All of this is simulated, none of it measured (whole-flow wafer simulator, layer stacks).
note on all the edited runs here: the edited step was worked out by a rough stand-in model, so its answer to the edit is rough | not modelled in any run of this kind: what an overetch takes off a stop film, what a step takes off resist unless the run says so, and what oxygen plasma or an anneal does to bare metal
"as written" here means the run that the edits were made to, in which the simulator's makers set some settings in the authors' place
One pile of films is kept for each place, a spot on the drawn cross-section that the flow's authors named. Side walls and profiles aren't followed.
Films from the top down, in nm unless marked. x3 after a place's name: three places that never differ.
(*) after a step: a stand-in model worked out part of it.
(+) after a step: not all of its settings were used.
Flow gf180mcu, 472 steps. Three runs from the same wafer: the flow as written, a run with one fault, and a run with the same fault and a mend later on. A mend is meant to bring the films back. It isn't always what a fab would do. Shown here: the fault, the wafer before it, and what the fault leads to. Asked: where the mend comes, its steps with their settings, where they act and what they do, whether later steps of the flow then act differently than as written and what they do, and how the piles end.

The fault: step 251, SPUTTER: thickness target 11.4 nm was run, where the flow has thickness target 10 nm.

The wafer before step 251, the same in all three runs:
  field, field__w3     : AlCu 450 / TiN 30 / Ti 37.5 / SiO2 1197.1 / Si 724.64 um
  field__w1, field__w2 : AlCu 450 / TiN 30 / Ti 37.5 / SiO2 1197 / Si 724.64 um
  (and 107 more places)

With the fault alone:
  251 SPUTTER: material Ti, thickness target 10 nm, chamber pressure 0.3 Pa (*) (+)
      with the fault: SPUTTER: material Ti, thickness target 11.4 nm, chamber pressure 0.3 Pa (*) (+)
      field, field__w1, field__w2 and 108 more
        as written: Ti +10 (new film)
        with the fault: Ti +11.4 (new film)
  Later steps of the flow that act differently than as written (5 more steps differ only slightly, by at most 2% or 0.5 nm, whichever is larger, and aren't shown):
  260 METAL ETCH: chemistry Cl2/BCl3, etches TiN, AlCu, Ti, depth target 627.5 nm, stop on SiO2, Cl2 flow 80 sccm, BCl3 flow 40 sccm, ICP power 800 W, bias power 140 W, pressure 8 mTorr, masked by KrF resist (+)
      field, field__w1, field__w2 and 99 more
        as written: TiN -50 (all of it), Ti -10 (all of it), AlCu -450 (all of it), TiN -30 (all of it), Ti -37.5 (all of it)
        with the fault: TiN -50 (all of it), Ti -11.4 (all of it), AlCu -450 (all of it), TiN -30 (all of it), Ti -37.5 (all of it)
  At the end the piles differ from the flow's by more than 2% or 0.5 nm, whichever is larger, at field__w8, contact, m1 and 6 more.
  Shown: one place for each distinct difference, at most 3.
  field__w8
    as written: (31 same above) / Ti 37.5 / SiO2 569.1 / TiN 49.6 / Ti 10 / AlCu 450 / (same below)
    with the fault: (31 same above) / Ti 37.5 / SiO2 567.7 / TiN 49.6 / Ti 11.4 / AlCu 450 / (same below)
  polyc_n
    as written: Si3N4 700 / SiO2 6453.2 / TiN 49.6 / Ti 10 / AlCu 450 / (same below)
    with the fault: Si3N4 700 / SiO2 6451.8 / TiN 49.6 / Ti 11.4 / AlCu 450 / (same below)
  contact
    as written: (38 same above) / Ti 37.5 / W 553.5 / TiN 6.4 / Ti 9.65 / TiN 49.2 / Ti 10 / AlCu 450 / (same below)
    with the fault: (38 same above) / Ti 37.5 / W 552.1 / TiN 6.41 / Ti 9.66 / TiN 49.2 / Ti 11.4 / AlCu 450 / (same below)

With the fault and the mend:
  The mend comes after step 251.
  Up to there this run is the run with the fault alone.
  251a METAL ETCH: chemistry Cl2/BCl3, etches TiN, AlCu, Ti, depth target 1.4 nm, Cl2 flow 80 sccm, BCl3 flow 40 sccm, ICP power 800 W, bias power 140 W, pressure 8 mTorr
      field, field__w1, field__w2 and 108 more
        Ti -1.4
  No later step of the flow acts differently than as written at any place that is followed.
  At the end the piles are the same as the flow's at every place that both follow.
